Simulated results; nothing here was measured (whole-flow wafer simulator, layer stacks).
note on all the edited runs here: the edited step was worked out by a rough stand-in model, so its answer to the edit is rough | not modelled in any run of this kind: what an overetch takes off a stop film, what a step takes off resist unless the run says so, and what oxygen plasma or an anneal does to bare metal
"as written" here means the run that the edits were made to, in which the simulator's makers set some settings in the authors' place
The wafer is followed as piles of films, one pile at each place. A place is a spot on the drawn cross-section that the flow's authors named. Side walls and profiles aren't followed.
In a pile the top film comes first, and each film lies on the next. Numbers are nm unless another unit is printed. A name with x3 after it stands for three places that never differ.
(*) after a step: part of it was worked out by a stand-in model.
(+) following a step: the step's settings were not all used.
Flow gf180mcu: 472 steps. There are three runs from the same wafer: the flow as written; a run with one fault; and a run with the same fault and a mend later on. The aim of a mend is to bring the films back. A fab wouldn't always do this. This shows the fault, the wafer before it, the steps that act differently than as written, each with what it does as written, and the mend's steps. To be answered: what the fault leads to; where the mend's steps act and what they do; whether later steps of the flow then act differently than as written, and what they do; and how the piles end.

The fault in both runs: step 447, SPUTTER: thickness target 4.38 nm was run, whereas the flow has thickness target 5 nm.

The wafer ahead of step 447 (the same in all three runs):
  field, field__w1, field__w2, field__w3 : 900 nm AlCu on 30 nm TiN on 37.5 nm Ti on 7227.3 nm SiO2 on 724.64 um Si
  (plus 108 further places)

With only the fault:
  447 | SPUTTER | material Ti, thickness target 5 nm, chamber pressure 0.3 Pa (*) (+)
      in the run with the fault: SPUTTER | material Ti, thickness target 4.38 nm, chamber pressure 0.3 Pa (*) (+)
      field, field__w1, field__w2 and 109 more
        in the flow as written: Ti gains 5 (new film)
        in the run with the fault: Ti gains 4.38 (new film)
  Later steps of the flow acting differently than as written (4 more steps, not shown, differ only slightly: by at most 2% or 0.5 nm, whichever is larger):
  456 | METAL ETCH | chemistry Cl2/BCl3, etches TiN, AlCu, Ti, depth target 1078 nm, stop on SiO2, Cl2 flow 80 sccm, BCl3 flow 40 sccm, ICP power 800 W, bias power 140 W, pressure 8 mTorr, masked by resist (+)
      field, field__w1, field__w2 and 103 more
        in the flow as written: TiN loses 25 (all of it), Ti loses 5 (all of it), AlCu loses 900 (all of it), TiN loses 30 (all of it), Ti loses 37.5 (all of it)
        in the run with the fault: TiN loses 25 (all of it), Ti loses 4.38 (all of it), AlCu loses 900 (all of it), TiN loses 30 (all of it), Ti loses 37.5 (all of it)
  At field__w8, contact, m1, m1__w1, pad, m1_nw, the piles at the end differ from the flow's by more than 2% or 0.5 nm, whichever is larger.
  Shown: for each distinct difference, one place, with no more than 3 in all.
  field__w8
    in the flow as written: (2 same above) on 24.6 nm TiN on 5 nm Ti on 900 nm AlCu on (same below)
    in the run with the fault: (2 same above) on 24.6 nm TiN on 4.38 nm Ti on 900 nm AlCu on (same below)
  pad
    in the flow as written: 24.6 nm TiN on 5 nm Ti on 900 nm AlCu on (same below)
    in the run with the fault: 24.6 nm TiN on 4.38 nm Ti on 900 nm AlCu on (same below)

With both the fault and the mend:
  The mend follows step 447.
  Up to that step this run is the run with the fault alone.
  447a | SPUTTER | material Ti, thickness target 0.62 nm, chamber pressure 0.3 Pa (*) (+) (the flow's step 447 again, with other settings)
      field, field__w1, field__w2 and 109 more
        Ti gains 0.62
  Every later step of the flow that is run acts as written at every place that is followed.
  At every place that both follow, the piles at the end match the flow's.
